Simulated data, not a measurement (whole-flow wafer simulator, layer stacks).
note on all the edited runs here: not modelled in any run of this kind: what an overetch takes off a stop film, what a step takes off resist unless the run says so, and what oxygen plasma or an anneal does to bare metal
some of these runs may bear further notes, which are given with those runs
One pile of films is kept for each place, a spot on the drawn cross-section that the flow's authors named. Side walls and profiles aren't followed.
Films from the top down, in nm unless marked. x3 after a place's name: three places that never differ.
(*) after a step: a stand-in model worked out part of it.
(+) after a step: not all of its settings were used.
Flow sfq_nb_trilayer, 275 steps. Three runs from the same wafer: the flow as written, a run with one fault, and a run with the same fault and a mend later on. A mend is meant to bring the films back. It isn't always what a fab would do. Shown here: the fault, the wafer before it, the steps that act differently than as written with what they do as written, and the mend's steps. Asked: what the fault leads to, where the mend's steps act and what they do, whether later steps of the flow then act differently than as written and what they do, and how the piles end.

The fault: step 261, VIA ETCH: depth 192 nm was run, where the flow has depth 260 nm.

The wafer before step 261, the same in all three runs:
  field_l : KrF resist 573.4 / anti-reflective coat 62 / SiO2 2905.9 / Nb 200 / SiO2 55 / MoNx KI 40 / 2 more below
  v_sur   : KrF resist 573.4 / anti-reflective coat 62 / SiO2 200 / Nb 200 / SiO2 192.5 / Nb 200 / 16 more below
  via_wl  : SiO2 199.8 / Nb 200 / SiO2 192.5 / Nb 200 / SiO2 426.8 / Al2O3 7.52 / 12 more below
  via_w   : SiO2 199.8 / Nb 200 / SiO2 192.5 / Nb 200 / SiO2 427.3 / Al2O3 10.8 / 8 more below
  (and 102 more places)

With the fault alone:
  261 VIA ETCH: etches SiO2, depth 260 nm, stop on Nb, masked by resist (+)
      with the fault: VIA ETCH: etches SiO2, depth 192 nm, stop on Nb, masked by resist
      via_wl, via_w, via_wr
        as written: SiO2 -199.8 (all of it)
        with the fault: SiO2 -192
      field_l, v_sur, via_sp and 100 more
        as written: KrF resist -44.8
        with the fault: KrF resist -33.1
  Later steps of the flow that act differently than as written (5 more steps differ only slightly, by at most 2% or 0.5 nm, whichever is larger, and aren't shown):
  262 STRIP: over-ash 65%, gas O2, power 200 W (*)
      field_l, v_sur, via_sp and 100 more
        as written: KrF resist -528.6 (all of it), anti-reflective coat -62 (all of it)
        with the fault: KrF resist -540.3 (all of it), anti-reflective coat -62 (all of it)
  At the end the piles differ from the flow's by more than 2% or 0.5 nm, whichever is larger, at via_wl, via_w, via_wr.
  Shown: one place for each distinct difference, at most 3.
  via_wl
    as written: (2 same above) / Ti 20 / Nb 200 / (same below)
    with the fault: (2 same above) / Ti 20 / SiO2 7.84 / Nb 200 / (same below)

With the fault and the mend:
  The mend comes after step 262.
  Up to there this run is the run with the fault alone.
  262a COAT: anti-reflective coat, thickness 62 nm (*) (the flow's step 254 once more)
      p4_fl x3, p4_w1 x9, p4_g1 x2 and 63 more
        anti-reflective coat +62 (new film)
      lsp_l, ln_m5, lsp_m, ln_m6, lsp_r, l0_sur, l0v
        anti-reflective coat +61.7 (new film)
      be_r, r_sur, res, r_end, moat, field_r
        anti-reflective coat +61.6 (new film)
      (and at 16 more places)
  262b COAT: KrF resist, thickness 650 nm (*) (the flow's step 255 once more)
      p4_fl x3, p4_w1 x9, p4_g1 x2 and 63 more
        KrF resist +650 (new film)
      field_r, lsp_l, ln_m5, lsp_m, ln_m6, lsp_r, l0_sur
        KrF resist +649.3 (new film)
      res, r_end, moat, l0v
        KrF resist +649.2 (new film)
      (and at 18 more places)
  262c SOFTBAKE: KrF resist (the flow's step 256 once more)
      changes no film at any place that is followed
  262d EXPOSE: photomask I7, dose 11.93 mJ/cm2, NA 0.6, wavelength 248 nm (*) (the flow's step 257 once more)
      changes no film at any place that is followed
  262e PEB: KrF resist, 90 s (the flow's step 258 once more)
      be_r, r_sur, res and 87 more
        KrF resist -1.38
      wire, be, be_sur and 6 more
        KrF resist -1.37
      field_l, via_sp
        KrF resist -1.35
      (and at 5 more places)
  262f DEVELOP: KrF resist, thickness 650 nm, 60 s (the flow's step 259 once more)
      field_l, v_sur, via_sp and 100 more
        KrF resist -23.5
      via_wl
        KrF resist -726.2 (all of it)
      via_w
        KrF resist -782.1 (all of it)
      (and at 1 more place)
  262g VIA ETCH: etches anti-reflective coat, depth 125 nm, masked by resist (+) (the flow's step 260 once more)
      field_l, v_sur, via_sp and 100 more
        KrF resist -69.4
      via_wl, via_wr
        anti-reflective coat -125
      via_w
        anti-reflective coat -79.7 (all of it), SiO2 -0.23
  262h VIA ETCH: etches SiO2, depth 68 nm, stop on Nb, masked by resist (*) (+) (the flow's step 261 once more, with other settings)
      field_l, v_sur, via_sp and 100 more
        KrF resist -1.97
      via_wl, via_wr
        anti-reflective coat -17 (all of it), SiO2 -7.84 (all of it)
      via_w
        SiO2 -7.62 (all of it)
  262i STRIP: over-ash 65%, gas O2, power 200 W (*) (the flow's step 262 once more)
      p4_fl x3, p4_w1 x9, p4_g1 x2 and 63 more
        KrF resist -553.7 (all of it), anti-reflective coat -62 (all of it)
      lsp_l, ln_m5, lsp_m, ln_m6, lsp_r, l0_sur
        KrF resist -553 (all of it), anti-reflective coat -61.7 (all of it)
      res, r_end, moat
        KrF resist -552.9 (all of it), anti-reflective coat -61.6 (all of it)
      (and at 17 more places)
  No later step of the flow acts differently than as written at any place that is followed.
  At the end the piles are the same as the flow's at every place that both follow.
